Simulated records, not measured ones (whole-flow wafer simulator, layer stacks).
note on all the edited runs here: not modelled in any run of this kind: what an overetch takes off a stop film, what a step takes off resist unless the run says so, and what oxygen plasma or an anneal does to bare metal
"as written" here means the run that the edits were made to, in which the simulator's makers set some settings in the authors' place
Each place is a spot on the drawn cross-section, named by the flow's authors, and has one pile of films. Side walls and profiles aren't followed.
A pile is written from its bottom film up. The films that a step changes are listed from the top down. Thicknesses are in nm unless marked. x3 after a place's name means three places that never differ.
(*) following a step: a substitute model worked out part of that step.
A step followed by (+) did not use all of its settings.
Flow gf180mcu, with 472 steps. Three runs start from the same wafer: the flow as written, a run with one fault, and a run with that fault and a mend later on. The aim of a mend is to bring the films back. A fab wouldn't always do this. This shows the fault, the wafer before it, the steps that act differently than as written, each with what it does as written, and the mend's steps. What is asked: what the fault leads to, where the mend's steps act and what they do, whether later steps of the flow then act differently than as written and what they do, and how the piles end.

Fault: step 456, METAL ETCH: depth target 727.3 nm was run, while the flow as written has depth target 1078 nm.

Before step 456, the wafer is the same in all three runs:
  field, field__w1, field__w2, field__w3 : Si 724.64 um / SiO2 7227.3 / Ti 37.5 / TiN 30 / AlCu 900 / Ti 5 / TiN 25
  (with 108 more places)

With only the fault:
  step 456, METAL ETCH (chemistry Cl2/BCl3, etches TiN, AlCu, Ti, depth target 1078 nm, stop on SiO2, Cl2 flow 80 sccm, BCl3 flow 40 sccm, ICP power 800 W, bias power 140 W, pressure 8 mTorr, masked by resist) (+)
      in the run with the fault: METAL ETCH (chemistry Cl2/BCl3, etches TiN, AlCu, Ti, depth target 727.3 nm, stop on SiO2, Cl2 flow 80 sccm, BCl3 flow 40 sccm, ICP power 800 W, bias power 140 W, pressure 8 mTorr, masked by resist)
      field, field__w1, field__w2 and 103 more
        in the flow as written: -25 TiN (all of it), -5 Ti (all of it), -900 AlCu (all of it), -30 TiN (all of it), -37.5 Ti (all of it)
        in the run with the fault: -25 TiN (all of it), -5 Ti (all of it), -697.3 AlCu
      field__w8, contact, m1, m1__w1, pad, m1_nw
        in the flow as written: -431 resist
        in the run with the fault: -290.9 resist
  Steps further on in the flow that do not act as written:
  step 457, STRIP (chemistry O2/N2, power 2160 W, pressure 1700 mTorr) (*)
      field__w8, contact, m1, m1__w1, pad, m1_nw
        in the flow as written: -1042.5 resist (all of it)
        in the run with the fault: -1182.5 resist (all of it)
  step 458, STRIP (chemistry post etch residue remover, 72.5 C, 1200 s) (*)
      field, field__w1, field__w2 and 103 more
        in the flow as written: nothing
        in the run with the fault: -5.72 AlCu
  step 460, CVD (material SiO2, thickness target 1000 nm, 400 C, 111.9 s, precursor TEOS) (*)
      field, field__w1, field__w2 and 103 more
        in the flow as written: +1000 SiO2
        in the run with the fault: +1000 SiO2 (new film)
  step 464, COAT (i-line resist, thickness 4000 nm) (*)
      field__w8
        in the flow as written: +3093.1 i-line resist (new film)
        in the run with the fault: +3328.1 i-line resist (new film)
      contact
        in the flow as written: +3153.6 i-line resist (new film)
        in the run with the fault: +3364.8 i-line resist (new film)
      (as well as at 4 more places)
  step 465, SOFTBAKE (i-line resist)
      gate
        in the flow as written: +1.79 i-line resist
        in the run with the fault: -0.44 i-line resist
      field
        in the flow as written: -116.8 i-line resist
        in the run with the fault: -77.1 i-line resist
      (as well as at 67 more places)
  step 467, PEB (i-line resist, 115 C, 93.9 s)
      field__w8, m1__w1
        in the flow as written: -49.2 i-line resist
        in the run with the fault: -54 i-line resist
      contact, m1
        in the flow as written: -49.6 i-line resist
        in the run with the fault: -54.3 i-line resist
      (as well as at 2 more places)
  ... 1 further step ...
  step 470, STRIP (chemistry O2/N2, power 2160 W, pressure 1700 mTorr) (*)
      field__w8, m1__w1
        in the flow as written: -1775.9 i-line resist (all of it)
        in the run with the fault: -2029.5 i-line resist (all of it)
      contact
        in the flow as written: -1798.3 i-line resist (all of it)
        in the run with the fault: -2043.2 i-line resist (all of it)
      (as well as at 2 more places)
  By the end, the piles at field, field__w1, field__w2 and 103 more depart from the flow's by more than 2% or 0.5 nm, whichever is larger.
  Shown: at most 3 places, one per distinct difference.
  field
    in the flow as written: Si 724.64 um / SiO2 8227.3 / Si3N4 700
    in the run with the fault: Si 724.64 um / SiO2 7227.3 / Ti 37.5 / TiN 30 / AlCu 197 / SiO2 1000 / Si3N4 700
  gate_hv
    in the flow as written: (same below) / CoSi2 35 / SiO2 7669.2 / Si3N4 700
    in the run with the fault: (same below) / CoSi2 35 / SiO2 6669.2 / Ti 37.5 / TiN 30 / AlCu 197 / SiO2 1000 / Si3N4 700
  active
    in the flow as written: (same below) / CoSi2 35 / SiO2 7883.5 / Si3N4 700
    in the run with the fault: (same below) / CoSi2 35 / SiO2 6883.5 / Ti 37.5 / TiN 30 / AlCu 197 / SiO2 1000 / Si3N4 700

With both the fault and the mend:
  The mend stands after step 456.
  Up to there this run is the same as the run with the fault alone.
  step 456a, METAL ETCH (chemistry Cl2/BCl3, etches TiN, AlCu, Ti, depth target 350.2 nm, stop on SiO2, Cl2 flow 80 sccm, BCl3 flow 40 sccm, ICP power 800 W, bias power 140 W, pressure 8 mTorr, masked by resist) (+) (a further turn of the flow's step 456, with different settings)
      field, field__w1, field__w2 and 103 more
        -202.7 AlCu (all of it), -30 TiN (all of it), -37.5 Ti (all of it)
      field__w8, contact, m1, m1__w1, pad, m1_nw
        -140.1 resist
  Every later step of the flow that is run acts as written at every place that is followed.
  The piles end the same as the flow's at every place that both follow.
